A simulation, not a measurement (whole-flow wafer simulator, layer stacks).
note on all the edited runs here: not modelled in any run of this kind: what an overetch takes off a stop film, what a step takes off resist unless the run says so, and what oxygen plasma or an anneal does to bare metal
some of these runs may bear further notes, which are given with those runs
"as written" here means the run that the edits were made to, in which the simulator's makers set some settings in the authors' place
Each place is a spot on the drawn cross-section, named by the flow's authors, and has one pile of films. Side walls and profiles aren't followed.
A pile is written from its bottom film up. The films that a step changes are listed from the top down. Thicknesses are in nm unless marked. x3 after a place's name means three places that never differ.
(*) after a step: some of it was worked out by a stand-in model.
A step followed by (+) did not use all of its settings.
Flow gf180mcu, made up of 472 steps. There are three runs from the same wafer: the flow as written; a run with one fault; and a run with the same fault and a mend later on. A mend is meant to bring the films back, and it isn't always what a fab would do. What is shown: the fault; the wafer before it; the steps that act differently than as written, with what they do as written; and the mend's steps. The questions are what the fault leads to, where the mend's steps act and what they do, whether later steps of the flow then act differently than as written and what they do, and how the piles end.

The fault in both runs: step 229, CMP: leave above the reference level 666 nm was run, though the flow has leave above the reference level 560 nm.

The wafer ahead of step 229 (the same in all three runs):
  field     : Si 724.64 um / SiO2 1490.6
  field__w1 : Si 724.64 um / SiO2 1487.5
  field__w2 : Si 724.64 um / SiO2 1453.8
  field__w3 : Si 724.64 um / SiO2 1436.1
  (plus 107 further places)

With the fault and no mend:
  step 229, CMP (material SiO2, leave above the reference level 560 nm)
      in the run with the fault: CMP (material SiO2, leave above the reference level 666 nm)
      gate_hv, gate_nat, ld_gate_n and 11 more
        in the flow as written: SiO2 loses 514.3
        in the run with the fault: SiO2 loses 408.3
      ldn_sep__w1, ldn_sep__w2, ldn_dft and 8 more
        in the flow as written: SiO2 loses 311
        in the run with the fault: SiO2 loses 205
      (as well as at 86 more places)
  Steps later in the flow that act otherwise than as written (1 other step is not shown; it differs only slightly, by no more than 2% or 0.5 nm, whichever is larger):
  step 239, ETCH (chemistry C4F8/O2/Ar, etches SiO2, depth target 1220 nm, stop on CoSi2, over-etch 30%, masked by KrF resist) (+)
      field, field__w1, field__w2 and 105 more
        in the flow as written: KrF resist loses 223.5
        in the run with the fault: KrF resist loses 244
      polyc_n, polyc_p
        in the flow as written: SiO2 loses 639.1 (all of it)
        in the run with the fault: SiO2 loses 745.1 (all of it)
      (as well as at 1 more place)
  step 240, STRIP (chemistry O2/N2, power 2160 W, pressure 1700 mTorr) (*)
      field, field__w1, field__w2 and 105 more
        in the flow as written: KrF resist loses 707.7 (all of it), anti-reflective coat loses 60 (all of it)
        in the run with the fault: KrF resist loses 687.2 (all of it), anti-reflective coat loses 60 (all of it)
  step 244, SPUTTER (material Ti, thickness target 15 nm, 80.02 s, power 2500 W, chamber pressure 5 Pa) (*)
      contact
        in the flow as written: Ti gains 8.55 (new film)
        in the run with the fault: Ti gains 8.04 (new film)
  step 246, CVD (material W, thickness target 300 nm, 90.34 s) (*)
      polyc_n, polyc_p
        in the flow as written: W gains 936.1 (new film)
        in the run with the fault: W gains 1042.1 (new film)
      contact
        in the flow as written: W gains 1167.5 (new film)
        in the run with the fault: W gains 1274.3 (new film)
  By the end, the piles at field__w8, contact, m1 and 6 more depart from the flow's by more than 2% or 0.5 nm, whichever is larger.
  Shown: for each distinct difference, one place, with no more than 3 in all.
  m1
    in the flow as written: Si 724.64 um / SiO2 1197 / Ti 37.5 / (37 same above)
    in the run with the fault: Si 724.64 um / SiO2 1303 / Ti 37.5 / (37 same above)
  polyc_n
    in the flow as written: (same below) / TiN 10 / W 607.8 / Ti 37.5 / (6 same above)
    in the run with the fault: (same below) / TiN 10 / W 713.8 / Ti 37.5 / (6 same above)
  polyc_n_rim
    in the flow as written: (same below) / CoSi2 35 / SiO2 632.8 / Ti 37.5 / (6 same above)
    in the run with the fault: (same below) / CoSi2 35 / SiO2 738.8 / Ti 37.5 / (6 same above)

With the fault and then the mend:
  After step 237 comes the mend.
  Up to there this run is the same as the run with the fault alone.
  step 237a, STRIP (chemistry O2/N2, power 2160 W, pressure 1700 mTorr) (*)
      field, field__w1, field__w2 and 105 more
        KrF resist loses 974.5 (all of it), anti-reflective coat loses 60 (all of it)
      contact, polyc_n, polyc_p
        anti-reflective coat loses 60 (all of it)
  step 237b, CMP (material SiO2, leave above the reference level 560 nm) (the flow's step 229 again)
      field, field__w1, field__w2 and 108 more
        SiO2 loses 106
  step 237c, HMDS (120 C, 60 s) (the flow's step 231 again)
      leaves every film unchanged at each place that is followed
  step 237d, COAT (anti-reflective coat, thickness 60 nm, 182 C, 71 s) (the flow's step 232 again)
      field, field__w1, field__w2 and 108 more
        anti-reflective coat gains 60 (new film)
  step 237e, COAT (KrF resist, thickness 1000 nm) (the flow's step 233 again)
      field, field__w1, field__w2 and 108 more
        KrF resist gains 1000 (new film)
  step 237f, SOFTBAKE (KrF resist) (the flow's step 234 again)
      leaves every film unchanged at each place that is followed
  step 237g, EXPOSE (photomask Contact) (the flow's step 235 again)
      leaves every film unchanged at each place that is followed
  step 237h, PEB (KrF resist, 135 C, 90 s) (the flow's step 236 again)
      field, field__w1, field__w2 and 108 more
        KrF resist loses 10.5
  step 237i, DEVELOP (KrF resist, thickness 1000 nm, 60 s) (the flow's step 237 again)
      field, field__w1, field__w2 and 105 more
        KrF resist loses 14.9
      contact, polyc_n, polyc_p
        KrF resist loses 989.5 (all of it)
  Later steps of the flow that are run all act as written at every place that is followed.
  The piles end the same as the flow's at every place that both follow.
